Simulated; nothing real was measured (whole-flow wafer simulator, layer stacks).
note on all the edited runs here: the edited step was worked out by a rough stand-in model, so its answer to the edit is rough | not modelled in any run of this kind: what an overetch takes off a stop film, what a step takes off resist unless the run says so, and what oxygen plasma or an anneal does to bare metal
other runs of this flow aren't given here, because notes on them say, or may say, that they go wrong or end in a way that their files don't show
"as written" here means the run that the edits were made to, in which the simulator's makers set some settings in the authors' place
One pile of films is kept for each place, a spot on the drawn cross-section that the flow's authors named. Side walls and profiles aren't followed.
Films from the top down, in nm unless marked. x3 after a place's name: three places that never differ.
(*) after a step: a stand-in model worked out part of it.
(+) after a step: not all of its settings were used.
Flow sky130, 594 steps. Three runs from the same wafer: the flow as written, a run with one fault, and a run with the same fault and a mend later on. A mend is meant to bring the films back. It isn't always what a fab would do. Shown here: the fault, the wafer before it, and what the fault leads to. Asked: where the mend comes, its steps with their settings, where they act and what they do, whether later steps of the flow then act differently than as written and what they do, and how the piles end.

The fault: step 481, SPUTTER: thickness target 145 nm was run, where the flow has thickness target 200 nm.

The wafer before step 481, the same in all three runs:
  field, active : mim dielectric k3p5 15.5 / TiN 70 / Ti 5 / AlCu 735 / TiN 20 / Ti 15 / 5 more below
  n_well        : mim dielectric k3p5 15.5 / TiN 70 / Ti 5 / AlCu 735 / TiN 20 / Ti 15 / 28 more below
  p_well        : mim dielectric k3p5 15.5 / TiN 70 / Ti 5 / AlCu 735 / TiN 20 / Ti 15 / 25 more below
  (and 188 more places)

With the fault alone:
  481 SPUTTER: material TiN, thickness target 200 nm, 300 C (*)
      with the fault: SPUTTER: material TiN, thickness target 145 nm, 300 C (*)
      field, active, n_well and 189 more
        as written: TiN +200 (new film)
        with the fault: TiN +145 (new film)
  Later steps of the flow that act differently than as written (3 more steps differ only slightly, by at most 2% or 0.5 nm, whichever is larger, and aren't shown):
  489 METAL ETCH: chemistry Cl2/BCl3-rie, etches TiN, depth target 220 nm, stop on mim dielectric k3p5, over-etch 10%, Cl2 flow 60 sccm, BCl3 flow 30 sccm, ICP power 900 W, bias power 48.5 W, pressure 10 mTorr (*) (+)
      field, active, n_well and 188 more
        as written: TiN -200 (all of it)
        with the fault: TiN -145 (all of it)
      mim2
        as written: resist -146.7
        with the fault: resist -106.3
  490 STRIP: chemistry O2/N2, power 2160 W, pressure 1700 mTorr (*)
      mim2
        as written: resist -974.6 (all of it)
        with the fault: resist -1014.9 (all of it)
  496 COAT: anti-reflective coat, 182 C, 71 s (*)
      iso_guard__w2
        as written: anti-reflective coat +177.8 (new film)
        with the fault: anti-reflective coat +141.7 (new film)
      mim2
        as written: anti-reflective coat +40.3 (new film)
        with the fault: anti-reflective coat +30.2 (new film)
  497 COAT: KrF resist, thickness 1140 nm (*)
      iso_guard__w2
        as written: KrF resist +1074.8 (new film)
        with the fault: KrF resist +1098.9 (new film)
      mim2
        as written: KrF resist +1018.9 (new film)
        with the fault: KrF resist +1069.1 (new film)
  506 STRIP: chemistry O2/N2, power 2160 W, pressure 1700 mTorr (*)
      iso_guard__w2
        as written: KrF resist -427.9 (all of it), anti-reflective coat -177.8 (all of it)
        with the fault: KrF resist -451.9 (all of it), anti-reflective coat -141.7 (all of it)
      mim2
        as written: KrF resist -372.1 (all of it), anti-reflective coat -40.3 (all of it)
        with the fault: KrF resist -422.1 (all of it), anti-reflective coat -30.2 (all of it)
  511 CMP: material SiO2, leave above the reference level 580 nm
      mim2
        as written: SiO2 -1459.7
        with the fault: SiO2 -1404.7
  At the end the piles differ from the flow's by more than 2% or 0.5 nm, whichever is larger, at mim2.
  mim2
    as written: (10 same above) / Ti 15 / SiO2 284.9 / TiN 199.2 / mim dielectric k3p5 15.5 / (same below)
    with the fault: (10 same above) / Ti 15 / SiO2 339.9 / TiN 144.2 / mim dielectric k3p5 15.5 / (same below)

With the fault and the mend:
  The mend comes after step 481.
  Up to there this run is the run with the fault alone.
  481a SPUTTER: material TiN, thickness target 55 nm, 300 C (*) (the flow's step 481 once more, with other settings)
      field, active, n_well and 189 more
        TiN +55
  No later step of the flow acts differently than as written at any place that is followed.
  At the end the piles are the same as the flow's at every place that both follow.
